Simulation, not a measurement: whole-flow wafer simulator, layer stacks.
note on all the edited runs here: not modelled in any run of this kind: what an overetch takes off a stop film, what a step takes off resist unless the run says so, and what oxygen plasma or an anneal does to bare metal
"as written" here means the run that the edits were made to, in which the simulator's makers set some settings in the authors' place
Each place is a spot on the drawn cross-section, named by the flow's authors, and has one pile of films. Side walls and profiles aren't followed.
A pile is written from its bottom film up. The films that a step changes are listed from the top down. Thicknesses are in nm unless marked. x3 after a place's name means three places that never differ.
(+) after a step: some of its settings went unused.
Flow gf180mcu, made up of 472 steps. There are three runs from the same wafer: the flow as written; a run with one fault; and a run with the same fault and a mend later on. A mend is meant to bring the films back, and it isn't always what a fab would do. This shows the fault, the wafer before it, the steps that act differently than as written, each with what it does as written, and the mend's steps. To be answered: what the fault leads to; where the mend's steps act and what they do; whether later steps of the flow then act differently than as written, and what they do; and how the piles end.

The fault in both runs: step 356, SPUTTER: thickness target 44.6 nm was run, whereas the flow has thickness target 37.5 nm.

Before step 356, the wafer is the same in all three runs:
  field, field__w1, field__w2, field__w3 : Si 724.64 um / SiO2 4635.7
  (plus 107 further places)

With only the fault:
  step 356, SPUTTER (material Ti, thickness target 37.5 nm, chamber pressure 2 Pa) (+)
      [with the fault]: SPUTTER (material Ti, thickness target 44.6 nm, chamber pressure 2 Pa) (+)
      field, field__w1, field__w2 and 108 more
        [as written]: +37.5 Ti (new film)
        [with the fault]: +44.6 Ti (new film)
  Steps later in the flow that act otherwise than as written:
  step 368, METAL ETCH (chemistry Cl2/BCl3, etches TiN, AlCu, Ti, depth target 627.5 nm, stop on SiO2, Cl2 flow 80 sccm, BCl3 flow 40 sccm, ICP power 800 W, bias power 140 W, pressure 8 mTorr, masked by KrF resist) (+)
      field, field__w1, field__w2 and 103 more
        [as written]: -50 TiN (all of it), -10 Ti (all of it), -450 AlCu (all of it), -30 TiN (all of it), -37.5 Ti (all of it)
        [with the fault]: -50 TiN (all of it), -10 Ti (all of it), -450 AlCu (all of it), -30 TiN (all of it), -44.6 Ti (all of it)
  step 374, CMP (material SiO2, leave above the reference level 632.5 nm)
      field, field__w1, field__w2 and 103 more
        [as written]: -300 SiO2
        [with the fault]: -292.9 SiO2
  The piles end different from the flow's at field__w8, contact, m1, m1__w1, m1_nw by more than 2% or 0.5 nm, whichever is larger.
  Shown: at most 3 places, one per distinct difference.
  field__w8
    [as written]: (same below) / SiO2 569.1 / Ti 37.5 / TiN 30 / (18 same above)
    [with the fault]: (same below) / SiO2 569.1 / Ti 44.6 / TiN 30 / (18 same above)
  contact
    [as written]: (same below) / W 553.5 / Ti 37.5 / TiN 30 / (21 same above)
    [with the fault]: (same below) / W 553.5 / Ti 44.6 / TiN 30 / (21 same above)

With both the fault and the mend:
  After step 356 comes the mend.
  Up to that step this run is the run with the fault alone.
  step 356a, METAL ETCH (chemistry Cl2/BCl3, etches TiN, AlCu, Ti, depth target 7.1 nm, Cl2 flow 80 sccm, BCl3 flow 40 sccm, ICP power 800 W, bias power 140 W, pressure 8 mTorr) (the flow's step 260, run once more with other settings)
      field, field__w1, field__w2 and 108 more
        -7.1 Ti
  None of the later steps of the flow acts differently than as written at any place that is followed.
  By the end, the piles equal the flow's at every place that both follow.
